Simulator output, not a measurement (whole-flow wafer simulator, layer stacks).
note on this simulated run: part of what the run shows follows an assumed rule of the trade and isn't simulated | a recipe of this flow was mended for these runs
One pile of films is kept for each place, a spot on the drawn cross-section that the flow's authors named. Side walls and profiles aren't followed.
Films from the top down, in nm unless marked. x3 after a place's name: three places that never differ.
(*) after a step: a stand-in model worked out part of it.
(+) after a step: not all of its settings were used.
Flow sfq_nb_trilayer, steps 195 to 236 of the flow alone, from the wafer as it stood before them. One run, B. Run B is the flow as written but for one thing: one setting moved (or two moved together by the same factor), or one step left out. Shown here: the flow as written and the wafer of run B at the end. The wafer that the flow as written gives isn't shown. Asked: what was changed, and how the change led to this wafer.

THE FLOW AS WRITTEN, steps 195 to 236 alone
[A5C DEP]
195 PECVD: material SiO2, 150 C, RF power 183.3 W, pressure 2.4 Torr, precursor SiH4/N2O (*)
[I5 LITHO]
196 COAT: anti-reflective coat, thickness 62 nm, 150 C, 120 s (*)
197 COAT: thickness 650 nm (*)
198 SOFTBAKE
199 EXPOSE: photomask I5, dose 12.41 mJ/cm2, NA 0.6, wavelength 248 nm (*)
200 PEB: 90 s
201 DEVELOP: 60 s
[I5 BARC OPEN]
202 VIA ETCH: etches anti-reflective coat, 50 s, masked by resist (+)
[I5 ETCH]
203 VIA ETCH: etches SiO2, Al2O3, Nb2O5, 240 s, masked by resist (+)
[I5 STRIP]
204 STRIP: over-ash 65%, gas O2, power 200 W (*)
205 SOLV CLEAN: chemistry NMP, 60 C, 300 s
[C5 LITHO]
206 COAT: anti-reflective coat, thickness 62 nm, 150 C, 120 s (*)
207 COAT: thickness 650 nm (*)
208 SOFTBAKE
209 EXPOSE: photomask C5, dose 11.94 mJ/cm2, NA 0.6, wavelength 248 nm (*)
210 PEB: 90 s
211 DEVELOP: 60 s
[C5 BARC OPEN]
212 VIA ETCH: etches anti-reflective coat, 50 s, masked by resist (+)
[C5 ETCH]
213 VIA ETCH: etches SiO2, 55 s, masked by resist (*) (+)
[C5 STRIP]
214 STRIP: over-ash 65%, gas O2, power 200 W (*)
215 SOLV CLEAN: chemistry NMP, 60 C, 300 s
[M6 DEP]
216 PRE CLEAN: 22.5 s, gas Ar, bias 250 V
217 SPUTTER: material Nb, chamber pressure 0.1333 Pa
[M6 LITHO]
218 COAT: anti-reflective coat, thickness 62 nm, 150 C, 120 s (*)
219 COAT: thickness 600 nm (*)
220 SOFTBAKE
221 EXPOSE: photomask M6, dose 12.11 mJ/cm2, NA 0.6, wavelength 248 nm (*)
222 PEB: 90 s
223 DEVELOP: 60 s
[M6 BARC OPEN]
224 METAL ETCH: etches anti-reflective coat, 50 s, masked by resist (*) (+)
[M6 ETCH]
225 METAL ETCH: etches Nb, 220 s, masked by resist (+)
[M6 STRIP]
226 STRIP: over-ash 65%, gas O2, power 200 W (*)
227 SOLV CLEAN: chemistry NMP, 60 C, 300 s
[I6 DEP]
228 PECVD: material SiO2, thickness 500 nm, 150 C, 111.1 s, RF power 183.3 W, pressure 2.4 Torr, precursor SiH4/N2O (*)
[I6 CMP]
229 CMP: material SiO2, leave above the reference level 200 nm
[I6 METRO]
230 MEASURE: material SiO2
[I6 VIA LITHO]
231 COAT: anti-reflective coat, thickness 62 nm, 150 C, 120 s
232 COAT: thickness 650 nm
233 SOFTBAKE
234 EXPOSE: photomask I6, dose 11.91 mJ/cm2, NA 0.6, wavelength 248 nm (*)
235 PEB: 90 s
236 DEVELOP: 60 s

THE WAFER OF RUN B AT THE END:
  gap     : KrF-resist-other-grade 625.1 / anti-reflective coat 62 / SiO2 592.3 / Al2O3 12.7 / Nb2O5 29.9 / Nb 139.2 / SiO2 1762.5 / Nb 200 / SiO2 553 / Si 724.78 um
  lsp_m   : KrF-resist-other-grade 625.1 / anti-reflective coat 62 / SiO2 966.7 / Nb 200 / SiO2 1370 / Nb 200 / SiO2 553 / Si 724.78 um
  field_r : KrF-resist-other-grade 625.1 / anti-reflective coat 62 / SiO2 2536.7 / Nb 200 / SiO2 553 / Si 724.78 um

The cause: step 195, PECVD: pressure 3.26 Torr was run, where the flow has pressure 2.4 Torr.

How the change led to this, step by step:
  195 PECVD: material SiO2, 150 C, RF power 183.3 W, pressure 2.4 Torr, precursor SiH4/N2O (*)
      field_l, v_sur, via_wl and 92 more: SiO2 +55 (as written it would be: SiO2 +70)
      ce_l, c5j, ce_r and 8 more: SiO2 +55 (new film) (as written it would be: SiO2 +70 (new film))
  203 VIA ETCH: etches SiO2, Al2O3, Nb2O5, 240 s, masked by resist (+)
      be: SiO2 -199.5 (all of it), Al2O3 -12.7 (all of it), Nb2O5 -29.9 (all of it), Nb -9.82 (as written it would be: SiO2 -214.5 (all of it), Al2O3 -12.7 (all of it), Nb2O5 -29.9 (all of it), Nb -8.57)
  213 VIA ETCH: etches SiO2, 55 s, masked by resist (*) (+)
      c5j: SiO2 -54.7 (all of it), Nb -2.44 (as written it would be: SiO2 -69.7 (all of it), Nb -1.19)
      res: SiO2 -54.6 (all of it), Ti -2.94 (as written it would be: SiO2 -69.7 (all of it), Ti -1.43)
  217 SPUTTER: material Nb, chamber pressure 0.1333 Pa
      be: Nb +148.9 (as written it would be: Nb +145.8)
      c5j: Nb +192.8 (as written it would be: Nb +188.4)
  218 COAT: anti-reflective coat, thickness 62 nm, 150 C, 120 s (*)
      jj_sur: anti-reflective coat +60 (new film) (as written it would be: anti-reflective coat +57.9 (new film))
      ce_l: anti-reflective coat +60.3 (new film) (as written it would be: anti-reflective coat +56.7 (new film))
      (and at 6 more places)
  226 STRIP: over-ash 65%, gas O2, power 200 W (*)
      be: KrF-resist-other-grade -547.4 (all of it), anti-reflective coat -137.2 (all of it) (as written it would be: KrF-resist-other-grade -559.4 (all of it), anti-reflective coat -139.6 (all of it))
      jj_sur: KrF-resist-other-grade -361.1 (all of it), anti-reflective coat -60 (all of it) (as written it would be: KrF-resist-other-grade -361.7 (all of it), anti-reflective coat -57.9 (all of it))
      (and at 7 more places)
  228 PECVD: material SiO2, thickness 500 nm, 150 C, 111.1 s, RF power 183.3 W, pressure 2.4 Torr, precursor SiH4/N2O (*)
      be: SiO2 +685 (new film) (as written it would be: SiO2 +702 (new film))
      c5j: SiO2 +500 (new film) (as written it would be: SiO2 +514.7 (new film))
  229 CMP: material SiO2, leave above the reference level 200 nm
      res: SiO2 -295.5 (as written it would be: SiO2 -279.3)
